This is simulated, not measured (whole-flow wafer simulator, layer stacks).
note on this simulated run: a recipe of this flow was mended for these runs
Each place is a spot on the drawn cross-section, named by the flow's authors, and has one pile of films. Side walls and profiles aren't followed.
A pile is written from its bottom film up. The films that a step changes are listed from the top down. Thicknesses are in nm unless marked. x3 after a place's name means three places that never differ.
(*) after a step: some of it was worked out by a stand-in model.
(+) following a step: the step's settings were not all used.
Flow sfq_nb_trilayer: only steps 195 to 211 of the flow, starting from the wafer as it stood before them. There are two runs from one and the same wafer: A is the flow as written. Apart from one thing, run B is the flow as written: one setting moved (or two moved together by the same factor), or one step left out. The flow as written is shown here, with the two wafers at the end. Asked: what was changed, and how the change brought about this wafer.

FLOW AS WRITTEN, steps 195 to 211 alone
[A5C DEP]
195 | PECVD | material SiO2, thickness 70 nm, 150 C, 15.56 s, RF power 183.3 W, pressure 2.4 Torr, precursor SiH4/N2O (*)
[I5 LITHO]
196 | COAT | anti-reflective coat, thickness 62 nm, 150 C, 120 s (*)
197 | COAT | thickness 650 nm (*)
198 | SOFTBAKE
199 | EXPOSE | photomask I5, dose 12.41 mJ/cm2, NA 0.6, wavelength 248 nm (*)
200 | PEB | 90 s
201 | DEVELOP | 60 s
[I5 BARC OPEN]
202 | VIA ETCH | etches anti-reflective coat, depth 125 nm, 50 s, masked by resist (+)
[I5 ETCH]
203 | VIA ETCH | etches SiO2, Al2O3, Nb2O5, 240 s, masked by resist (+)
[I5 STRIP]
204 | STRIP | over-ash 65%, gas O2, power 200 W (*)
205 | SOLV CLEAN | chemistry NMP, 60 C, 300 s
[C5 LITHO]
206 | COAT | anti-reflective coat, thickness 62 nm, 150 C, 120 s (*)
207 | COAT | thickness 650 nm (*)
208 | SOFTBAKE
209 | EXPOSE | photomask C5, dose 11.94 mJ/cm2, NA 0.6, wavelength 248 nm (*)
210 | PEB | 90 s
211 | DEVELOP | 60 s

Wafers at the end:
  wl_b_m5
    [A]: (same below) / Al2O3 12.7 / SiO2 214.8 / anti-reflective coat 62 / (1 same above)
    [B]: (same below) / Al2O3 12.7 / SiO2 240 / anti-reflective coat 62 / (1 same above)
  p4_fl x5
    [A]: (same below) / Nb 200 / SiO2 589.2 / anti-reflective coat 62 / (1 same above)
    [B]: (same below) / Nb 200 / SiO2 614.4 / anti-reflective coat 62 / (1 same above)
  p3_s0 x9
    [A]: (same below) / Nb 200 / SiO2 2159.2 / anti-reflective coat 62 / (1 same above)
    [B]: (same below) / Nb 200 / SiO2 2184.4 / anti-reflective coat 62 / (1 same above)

Cause: step 195, PECVD: thickness 95.2 nm was run, though the flow has thickness 70 nm; step 195, PECVD: 21.16 s was run, where the flow has 15.56 s.

How this came from the change, step by step:
  195 | PECVD | material SiO2, thickness 70 nm, 150 C, 15.56 s, RF power 183.3 W, pressure 2.4 Torr, precursor SiH4/N2O (*)
      field_l, v_sur, via_wl and 92 more: A +70 SiO2 | B +95.2 SiO2
      ce_l, c5j, ce_r and 8 more: A +70 SiO2 (new film) | B +95.2 SiO2 (new film)
  196 | COAT | anti-reflective coat, thickness 62 nm, 150 C, 120 s (*)
      r5r_line_l, r5r_line_c, r5r_line_r: A +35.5 anti-reflective coat (new film) | B +36.5 anti-reflective coat (new film)
  203 | VIA ETCH | etches SiO2, Al2O3, Nb2O5, 240 s, masked by resist (+)
      be: A -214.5 SiO2 (all of it), -12.7 Al2O3 (all of it), -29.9 Nb2O5 (all of it), -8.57 Nb | B -239.7 SiO2 (all of it), -12.7 Al2O3 (all of it), -29.9 Nb2O5 (all of it), -6.47 Nb
  204 | STRIP | over-ash 65%, gas O2, power 200 W (*)
      r5r_line_l, r5r_line_c, r5r_line_r: A -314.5 KrF-resist-other-grade (all of it), -35.5 anti-reflective coat (all of it) | B -314.5 KrF-resist-other-grade (all of it), -36.5 anti-reflective coat (all of it)
  206 | COAT | anti-reflective coat, thickness 62 nm, 150 C, 120 s (*)
      r5r_line_l, r5r_line_c, r5r_line_r: A +35.5 anti-reflective coat (new film) | B +36.5 anti-reflective coat (new film)
      be: A +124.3 anti-reflective coat (new film) | B +127.7 anti-reflective coat (new film)
  207 | COAT | thickness 650 nm (*)
      be: A +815 KrF-resist-other-grade (new film) | B +831.8 KrF-resist-other-grade (new film)
